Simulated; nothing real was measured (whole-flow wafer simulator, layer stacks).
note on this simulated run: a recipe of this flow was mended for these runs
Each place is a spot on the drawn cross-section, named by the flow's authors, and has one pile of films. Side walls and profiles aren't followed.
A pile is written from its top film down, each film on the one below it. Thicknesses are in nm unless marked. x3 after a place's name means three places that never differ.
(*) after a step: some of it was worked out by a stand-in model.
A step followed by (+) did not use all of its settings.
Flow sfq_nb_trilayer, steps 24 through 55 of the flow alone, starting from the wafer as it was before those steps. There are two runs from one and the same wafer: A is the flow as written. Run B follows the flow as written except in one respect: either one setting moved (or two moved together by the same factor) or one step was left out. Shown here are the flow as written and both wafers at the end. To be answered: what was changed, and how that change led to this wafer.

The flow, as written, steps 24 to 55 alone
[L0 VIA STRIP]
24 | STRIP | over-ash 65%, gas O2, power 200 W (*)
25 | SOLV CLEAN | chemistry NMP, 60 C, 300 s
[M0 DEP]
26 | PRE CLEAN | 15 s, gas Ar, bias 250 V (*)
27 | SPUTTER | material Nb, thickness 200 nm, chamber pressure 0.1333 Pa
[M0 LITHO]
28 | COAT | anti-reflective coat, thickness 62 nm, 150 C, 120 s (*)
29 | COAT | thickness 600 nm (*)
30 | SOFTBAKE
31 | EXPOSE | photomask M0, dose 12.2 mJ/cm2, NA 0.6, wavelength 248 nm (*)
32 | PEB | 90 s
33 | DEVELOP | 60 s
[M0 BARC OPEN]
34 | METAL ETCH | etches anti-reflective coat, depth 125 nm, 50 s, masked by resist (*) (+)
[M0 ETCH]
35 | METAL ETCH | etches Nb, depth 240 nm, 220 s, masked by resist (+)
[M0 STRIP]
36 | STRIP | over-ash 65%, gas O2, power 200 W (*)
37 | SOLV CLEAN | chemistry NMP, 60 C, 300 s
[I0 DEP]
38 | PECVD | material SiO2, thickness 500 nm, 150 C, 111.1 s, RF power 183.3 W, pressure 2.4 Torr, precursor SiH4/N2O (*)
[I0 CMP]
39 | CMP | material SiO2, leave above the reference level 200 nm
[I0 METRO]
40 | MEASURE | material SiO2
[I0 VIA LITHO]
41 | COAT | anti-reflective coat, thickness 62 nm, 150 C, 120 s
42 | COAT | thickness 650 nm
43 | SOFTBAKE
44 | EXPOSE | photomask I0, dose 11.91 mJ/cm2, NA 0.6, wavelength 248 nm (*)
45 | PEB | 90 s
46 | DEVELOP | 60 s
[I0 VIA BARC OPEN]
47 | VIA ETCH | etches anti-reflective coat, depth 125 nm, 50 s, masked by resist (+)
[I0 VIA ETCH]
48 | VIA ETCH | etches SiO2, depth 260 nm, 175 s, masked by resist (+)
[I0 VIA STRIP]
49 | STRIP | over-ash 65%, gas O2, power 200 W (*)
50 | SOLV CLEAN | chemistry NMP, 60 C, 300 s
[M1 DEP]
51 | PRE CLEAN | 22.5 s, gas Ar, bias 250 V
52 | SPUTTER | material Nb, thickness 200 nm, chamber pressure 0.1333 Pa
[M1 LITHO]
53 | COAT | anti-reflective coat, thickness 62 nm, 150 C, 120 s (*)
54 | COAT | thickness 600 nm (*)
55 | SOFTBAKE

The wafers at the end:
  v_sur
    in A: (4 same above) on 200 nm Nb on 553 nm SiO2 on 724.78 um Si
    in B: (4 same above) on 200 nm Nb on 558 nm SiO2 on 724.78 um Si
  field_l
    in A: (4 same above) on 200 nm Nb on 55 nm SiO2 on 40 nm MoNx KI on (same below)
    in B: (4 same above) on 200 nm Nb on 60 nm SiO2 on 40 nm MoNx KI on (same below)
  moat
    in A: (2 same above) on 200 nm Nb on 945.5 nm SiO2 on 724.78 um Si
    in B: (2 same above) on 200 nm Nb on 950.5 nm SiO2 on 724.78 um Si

The reason: step 26, PRE CLEAN: 15 s, gas Ar, bias 250 V (*), was omitted.

The path from the change to this, step by step:
  28 | COAT | anti-reflective coat, thickness 62 nm, 150 C, 120 s (*)
      l0_sur: A anti-reflective coat gains 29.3 (new film) | B anti-reflective coat gains 28.6 (new film)
  36 | STRIP | over-ash 65%, gas O2, power 200 W (*)
      l0_sur: A KrF-resist-other-grade loses 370 (all of it), anti-reflective coat loses 29.3 (all of it) | B KrF-resist-other-grade loses 370.3 (all of it), anti-reflective coat loses 28.6 (all of it)
